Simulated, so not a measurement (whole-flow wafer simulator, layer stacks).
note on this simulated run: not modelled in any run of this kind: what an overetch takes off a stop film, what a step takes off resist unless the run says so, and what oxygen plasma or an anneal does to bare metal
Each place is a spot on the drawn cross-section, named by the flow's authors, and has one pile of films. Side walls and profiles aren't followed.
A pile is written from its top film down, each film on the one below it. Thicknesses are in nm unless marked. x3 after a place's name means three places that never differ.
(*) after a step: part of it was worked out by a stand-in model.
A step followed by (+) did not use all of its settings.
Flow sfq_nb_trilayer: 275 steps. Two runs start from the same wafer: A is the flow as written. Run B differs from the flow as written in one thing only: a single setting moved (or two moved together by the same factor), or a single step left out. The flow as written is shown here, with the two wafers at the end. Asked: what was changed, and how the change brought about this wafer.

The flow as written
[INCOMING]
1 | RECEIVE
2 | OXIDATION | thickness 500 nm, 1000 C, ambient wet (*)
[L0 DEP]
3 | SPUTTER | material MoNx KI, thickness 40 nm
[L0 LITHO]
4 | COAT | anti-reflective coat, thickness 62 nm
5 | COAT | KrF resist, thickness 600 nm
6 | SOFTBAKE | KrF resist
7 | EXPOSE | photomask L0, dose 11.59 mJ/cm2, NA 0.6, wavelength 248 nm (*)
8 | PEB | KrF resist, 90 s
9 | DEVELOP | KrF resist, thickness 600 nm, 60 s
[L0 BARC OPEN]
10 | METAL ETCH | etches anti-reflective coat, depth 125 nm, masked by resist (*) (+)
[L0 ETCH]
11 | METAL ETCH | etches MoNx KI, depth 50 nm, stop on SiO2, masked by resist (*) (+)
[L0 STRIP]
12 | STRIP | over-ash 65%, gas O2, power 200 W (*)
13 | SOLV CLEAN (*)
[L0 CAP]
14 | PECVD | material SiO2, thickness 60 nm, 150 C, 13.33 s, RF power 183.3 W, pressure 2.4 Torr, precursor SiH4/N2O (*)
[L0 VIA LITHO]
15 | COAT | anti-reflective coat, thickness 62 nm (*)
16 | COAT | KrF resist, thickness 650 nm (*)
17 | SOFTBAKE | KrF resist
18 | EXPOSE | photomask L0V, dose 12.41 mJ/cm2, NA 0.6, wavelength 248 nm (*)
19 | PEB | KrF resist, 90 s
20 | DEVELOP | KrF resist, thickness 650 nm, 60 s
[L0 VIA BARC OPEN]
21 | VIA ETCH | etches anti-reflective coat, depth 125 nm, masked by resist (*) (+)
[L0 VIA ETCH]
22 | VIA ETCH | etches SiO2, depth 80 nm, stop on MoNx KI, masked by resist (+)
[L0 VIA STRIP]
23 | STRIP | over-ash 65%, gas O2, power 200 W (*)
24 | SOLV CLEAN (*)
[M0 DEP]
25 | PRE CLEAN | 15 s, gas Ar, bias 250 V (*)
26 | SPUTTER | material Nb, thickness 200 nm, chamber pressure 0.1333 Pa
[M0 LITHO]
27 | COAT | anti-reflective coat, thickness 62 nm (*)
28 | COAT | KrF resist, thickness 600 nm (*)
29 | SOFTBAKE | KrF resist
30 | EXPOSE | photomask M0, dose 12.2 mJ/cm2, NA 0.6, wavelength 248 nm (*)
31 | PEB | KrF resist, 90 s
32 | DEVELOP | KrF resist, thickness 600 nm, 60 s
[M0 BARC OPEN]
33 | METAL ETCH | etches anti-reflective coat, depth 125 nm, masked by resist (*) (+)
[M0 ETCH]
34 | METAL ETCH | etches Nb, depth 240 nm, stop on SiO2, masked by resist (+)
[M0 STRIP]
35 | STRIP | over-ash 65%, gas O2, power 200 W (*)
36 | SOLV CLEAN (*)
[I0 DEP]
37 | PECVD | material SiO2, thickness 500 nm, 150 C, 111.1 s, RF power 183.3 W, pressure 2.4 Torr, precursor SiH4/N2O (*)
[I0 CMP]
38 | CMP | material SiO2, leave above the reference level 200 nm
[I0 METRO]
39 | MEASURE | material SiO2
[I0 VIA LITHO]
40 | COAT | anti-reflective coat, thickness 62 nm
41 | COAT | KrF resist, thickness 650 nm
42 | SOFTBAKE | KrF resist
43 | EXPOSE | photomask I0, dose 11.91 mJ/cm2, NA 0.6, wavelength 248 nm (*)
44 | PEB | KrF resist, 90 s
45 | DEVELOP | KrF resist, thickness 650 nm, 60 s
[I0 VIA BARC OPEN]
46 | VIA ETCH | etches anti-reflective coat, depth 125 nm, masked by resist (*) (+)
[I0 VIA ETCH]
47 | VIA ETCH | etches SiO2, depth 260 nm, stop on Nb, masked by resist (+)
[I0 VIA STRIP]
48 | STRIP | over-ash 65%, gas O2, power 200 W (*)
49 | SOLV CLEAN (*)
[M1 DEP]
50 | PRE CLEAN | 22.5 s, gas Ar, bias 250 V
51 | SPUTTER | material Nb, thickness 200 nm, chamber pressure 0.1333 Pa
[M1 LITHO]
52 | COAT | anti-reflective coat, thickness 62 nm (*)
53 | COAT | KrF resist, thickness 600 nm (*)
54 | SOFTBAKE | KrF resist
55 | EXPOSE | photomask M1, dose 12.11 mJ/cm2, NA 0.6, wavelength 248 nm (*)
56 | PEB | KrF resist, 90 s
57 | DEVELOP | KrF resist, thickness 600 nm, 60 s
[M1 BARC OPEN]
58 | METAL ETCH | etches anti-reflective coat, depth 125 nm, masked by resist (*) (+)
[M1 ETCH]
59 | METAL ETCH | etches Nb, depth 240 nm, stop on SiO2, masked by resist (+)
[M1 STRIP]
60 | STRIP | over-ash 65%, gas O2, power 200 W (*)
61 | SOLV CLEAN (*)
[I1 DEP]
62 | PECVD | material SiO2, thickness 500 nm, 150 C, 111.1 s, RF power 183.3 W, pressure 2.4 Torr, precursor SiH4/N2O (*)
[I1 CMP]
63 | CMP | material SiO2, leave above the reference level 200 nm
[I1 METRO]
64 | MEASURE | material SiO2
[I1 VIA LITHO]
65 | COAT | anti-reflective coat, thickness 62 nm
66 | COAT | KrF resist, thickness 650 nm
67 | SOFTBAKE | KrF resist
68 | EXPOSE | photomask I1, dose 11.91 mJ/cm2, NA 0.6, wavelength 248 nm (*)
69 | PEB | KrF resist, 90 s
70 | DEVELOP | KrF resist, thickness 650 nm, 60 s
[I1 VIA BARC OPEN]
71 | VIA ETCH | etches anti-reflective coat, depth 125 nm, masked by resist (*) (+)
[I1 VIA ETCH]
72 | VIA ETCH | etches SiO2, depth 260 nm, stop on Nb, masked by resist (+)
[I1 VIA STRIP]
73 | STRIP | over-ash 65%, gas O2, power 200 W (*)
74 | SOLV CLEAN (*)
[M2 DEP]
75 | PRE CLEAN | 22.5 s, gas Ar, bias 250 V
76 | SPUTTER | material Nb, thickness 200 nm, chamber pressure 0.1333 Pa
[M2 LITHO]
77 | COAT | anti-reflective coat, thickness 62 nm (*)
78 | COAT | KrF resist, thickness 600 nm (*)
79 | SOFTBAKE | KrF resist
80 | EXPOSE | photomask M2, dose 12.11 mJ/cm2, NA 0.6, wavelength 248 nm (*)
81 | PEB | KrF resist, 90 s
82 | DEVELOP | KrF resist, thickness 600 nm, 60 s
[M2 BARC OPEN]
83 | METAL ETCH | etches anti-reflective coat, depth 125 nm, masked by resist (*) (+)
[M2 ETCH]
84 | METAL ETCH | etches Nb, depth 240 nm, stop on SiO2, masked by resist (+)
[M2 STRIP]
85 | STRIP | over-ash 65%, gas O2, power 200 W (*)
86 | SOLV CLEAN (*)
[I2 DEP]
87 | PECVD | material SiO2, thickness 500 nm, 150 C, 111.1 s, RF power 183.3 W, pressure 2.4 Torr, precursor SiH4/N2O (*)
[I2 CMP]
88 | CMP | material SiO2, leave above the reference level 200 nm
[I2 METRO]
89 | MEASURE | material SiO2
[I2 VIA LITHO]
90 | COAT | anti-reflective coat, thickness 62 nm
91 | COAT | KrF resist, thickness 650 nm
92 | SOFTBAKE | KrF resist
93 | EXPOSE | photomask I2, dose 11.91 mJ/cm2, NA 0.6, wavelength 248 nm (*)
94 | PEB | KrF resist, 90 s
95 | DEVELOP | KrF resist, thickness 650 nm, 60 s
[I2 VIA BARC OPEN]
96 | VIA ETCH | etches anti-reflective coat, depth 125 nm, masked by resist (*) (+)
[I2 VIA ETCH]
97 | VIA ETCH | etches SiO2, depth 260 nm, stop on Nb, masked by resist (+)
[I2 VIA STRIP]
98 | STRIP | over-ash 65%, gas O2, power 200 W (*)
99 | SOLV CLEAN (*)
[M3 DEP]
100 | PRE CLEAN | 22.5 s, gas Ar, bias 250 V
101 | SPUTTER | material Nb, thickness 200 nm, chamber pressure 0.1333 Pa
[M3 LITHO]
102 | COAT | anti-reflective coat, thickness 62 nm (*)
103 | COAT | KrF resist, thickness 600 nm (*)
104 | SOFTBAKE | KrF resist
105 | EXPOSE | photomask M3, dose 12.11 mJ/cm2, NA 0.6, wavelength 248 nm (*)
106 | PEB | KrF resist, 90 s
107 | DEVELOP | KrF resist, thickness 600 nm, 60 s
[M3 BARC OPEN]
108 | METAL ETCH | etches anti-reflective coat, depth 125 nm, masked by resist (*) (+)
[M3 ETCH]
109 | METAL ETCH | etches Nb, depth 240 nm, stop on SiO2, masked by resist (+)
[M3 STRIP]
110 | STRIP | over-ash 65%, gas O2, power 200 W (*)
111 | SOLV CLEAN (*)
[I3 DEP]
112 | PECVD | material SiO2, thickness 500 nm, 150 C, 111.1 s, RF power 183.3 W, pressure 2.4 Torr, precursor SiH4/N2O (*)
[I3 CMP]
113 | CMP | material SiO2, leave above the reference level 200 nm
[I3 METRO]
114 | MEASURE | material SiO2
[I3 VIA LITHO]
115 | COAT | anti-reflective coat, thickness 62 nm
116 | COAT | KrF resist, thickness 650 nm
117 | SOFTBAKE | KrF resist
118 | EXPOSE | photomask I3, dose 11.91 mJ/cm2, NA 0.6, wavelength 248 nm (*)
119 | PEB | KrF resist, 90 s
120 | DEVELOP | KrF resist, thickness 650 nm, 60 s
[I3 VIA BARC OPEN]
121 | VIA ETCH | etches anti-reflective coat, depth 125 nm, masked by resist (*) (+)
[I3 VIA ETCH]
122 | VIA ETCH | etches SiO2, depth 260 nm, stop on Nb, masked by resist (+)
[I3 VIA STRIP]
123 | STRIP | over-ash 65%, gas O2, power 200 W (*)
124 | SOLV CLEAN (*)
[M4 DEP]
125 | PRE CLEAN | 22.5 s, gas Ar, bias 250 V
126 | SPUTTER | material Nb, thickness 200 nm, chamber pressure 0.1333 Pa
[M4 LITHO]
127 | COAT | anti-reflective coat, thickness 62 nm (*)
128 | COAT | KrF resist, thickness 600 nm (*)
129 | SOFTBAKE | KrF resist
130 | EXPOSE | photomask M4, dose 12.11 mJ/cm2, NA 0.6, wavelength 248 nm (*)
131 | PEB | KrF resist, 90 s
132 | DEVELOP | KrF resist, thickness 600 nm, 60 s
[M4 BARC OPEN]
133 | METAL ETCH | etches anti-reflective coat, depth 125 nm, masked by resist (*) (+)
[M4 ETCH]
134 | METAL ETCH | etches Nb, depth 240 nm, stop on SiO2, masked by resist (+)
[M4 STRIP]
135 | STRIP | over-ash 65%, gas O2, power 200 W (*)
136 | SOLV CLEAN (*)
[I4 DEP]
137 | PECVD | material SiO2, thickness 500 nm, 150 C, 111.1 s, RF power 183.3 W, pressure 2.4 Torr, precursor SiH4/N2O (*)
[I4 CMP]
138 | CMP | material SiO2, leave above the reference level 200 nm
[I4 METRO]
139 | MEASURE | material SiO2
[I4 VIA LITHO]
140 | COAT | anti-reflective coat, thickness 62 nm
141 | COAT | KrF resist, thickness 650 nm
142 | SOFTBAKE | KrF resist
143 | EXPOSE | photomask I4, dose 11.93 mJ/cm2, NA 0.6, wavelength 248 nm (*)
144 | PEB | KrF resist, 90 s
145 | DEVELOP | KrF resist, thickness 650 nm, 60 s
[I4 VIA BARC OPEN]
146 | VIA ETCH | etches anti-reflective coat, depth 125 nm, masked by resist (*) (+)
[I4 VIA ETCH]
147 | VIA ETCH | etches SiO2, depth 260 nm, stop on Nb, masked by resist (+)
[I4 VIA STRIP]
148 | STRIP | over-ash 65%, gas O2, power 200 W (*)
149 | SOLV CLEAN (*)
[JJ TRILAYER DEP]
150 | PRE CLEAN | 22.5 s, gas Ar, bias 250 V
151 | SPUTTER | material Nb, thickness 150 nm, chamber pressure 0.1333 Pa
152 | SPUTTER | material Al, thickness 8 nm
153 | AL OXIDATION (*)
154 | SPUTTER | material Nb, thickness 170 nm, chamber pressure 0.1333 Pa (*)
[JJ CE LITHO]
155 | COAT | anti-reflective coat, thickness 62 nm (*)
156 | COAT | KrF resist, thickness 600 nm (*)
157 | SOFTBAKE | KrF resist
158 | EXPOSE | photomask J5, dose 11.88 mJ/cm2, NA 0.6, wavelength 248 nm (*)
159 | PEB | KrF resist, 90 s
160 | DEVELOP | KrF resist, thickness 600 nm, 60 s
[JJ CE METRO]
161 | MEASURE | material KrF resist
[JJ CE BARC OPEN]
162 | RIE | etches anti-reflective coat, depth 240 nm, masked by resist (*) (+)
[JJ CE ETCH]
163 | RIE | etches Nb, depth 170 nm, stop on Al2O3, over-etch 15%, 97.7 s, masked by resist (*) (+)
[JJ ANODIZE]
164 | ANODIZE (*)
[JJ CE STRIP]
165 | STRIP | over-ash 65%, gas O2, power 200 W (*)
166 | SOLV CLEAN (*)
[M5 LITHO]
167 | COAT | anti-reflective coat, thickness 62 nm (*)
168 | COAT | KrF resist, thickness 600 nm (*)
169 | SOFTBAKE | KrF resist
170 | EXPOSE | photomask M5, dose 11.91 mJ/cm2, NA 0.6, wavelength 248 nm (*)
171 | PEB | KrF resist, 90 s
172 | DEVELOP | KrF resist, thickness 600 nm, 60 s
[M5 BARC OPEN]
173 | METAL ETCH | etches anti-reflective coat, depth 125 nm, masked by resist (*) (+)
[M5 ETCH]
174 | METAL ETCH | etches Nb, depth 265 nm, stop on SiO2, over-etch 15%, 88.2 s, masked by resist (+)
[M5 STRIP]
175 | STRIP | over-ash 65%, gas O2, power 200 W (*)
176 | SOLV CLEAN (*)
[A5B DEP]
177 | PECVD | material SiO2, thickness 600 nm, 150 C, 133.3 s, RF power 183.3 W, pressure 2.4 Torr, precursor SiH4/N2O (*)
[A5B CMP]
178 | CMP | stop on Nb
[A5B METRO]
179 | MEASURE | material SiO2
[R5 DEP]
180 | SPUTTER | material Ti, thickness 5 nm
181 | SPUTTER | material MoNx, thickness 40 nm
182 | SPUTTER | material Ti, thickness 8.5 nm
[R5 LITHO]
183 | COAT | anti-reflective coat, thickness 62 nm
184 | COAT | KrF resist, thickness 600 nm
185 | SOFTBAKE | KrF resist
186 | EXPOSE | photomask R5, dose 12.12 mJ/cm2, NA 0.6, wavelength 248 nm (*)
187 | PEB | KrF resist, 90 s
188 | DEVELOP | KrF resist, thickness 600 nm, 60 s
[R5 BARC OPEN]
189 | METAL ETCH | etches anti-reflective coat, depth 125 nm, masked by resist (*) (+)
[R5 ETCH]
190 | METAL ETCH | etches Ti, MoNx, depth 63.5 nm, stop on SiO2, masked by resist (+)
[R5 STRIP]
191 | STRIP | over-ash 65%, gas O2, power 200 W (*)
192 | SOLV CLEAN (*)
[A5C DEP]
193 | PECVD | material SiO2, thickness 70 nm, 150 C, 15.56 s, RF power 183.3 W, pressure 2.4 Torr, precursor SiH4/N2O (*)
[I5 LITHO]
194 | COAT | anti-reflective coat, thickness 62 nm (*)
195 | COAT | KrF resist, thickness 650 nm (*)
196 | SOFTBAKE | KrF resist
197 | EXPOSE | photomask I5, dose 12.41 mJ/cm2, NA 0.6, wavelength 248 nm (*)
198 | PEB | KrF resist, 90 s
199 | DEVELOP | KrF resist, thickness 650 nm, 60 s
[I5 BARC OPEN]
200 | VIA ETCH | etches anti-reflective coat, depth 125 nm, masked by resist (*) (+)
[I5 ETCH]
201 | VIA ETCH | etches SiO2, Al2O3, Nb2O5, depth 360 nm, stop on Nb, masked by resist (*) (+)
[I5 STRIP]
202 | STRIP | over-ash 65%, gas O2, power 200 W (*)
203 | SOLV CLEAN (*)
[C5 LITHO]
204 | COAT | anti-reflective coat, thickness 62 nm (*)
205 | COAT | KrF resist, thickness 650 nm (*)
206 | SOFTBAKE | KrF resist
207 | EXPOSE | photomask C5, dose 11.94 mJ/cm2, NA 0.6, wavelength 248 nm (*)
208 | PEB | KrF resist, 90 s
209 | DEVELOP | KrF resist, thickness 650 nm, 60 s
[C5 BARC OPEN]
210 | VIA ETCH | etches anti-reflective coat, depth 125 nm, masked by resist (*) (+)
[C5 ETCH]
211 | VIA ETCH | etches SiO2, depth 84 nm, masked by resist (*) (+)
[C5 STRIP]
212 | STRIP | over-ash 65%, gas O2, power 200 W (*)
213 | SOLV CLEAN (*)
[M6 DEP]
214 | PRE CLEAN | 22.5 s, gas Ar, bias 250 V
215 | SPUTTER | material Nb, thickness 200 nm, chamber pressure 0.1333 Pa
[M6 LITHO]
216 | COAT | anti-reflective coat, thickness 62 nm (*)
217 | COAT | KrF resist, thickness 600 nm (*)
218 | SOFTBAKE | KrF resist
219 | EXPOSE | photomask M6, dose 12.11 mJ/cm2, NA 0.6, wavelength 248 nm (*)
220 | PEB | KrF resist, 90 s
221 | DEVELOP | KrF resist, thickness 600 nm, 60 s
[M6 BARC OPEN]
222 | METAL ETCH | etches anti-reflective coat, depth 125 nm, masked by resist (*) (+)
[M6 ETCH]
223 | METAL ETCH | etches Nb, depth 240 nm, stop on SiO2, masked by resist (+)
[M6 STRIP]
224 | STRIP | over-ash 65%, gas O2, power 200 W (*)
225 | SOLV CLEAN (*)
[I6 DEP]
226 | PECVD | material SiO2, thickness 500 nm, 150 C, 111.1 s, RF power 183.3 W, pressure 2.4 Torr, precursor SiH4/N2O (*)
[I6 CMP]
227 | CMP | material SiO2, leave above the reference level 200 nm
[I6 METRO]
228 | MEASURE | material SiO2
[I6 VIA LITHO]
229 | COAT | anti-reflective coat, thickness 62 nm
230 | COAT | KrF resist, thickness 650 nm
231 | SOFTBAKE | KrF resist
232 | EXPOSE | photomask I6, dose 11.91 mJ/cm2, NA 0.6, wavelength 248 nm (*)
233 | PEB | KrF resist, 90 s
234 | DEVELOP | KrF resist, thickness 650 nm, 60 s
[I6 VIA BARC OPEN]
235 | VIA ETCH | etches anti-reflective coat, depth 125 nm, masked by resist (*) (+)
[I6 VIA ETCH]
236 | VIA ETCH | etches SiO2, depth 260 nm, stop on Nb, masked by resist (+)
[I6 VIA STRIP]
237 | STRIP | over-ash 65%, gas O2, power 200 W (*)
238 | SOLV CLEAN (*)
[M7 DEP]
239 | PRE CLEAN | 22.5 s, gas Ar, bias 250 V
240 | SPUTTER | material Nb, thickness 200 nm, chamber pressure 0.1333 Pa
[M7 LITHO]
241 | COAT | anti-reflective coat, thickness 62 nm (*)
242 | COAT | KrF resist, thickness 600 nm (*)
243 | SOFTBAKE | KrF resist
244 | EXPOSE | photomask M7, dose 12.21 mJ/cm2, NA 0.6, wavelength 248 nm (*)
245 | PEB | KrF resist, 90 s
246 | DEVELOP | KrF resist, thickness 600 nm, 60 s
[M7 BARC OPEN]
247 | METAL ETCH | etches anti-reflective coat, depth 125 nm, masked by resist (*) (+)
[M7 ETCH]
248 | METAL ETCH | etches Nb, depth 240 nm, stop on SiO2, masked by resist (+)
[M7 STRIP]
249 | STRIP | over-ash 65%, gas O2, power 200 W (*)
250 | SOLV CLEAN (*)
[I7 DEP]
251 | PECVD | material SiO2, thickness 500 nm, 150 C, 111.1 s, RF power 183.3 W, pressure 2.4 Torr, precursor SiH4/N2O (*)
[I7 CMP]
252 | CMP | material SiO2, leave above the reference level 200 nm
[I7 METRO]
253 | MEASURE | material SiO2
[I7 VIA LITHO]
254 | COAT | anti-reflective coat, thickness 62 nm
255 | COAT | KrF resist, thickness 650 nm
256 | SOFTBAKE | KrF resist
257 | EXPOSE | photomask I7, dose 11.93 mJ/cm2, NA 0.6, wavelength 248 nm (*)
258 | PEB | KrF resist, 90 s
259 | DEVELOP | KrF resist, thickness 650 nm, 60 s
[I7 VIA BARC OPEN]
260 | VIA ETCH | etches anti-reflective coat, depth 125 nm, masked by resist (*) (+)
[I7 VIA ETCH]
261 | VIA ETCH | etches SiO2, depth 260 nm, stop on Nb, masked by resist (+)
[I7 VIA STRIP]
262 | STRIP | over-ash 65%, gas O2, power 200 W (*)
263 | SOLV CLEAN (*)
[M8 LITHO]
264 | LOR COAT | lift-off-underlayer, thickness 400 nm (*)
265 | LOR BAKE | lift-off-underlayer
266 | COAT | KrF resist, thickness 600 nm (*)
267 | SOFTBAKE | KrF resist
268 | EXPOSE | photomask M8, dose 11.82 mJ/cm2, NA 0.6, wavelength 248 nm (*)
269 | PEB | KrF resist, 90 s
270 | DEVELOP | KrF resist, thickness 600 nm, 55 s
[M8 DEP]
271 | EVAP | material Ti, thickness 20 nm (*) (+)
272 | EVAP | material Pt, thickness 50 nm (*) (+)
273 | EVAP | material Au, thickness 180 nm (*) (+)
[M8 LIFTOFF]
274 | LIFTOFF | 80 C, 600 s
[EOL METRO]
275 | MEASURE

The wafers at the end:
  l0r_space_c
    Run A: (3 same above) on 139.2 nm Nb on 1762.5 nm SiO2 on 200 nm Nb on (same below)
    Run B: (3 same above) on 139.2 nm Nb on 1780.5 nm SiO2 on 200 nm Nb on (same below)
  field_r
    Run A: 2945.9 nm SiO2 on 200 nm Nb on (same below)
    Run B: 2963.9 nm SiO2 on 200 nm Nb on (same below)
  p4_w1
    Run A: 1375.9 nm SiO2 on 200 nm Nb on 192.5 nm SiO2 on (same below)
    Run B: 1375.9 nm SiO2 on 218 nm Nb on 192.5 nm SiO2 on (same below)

What caused this: step 126, SPUTTER: thickness 218 nm was run, though the flow has thickness 200 nm.
The wafer itself shows it: p4_w1 has Nb 218, and step 126 as written asks for 200 nm.

The path from the change to this, step by step:
  126 | SPUTTER | material Nb, thickness 200 nm, chamber pressure 0.1333 Pa
      field_l, v_sur, via_wl and 102 more: A +200 Nb (new film) | B +218 Nb (new film)
      via_v: A +165.5 Nb | B +180.6 Nb
  134 | METAL ETCH | etches Nb, depth 240 nm, stop on SiO2, masked by resist (+)
      field_l, be, be_sur and 64 more: A -200 Nb (all of it) | B -218 Nb (all of it)
  137 | PECVD | material SiO2, thickness 500 nm, 150 C, 111.1 s, RF power 183.3 W, pressure 2.4 Torr, precursor SiH4/N2O (*)
      p3_s0, p3_s1, p3_s2, p3_s3, p3_s4, p3_s5: A +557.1 SiO2 | B +575.1 SiO2
  138 | CMP | material SiO2, leave above the reference level 200 nm
      field_l, be, be_sur and 55 more: A -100 SiO2 | B -82 SiO2
      lsp_r, l0_sur, l0v: A -91.9 SiO2 | B -73.2 SiO2
